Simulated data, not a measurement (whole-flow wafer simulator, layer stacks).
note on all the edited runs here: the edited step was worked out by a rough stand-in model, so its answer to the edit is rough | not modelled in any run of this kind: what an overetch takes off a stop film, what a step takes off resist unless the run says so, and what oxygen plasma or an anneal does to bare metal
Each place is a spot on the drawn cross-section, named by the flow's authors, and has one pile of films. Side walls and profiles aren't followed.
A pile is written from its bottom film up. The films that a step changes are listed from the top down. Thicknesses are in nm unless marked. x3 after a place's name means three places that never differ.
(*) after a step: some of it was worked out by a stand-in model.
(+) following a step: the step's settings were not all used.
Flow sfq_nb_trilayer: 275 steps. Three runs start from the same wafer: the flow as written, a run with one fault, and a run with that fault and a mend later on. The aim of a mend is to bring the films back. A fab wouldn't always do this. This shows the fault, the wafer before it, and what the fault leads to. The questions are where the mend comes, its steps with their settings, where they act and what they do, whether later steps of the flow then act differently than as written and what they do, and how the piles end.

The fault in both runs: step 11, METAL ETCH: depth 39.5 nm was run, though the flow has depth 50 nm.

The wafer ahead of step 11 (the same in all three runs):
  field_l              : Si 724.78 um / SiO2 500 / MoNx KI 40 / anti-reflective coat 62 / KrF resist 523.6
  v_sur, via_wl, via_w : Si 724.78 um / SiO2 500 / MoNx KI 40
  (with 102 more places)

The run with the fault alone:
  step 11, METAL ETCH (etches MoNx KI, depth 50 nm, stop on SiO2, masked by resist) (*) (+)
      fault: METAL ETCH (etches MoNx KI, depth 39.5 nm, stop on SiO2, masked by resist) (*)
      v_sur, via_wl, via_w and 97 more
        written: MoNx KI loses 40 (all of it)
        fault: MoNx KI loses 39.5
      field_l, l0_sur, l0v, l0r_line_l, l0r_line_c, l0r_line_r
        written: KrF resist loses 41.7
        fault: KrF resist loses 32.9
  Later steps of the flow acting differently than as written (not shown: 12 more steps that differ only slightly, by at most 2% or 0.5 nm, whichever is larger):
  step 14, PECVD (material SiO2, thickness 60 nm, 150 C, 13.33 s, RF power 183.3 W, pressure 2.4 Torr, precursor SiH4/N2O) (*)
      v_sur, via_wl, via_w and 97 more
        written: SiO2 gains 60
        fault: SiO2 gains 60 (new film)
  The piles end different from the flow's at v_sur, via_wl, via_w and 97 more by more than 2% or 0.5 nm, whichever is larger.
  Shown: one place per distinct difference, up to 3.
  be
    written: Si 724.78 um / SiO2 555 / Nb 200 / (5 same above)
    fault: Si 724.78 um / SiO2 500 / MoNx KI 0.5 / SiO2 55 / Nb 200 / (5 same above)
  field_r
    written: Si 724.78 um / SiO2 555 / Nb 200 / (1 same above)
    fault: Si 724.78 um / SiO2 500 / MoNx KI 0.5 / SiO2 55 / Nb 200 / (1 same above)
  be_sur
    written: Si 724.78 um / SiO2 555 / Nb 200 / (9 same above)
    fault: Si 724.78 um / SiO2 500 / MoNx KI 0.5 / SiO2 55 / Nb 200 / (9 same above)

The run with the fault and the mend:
  The mend follows step 11.
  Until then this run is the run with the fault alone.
  step 11a, METAL ETCH (etches MoNx KI, depth 10.5 nm, stop on SiO2, masked by resist) (+) (a further turn of the flow's step 11, with different settings)
      v_sur, via_wl, via_w and 97 more
        MoNx KI loses 0.5 (all of it)
      field_l, l0_sur, l0v, l0r_line_l, l0r_line_c, l0r_line_r
        KrF resist loses 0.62
  None of the later steps of the flow differs from how it acts as written, at any place that is followed, by more than 2% or 0.5 nm, whichever is larger.
  By the end, the piles equal the flow's at every place that both follow.
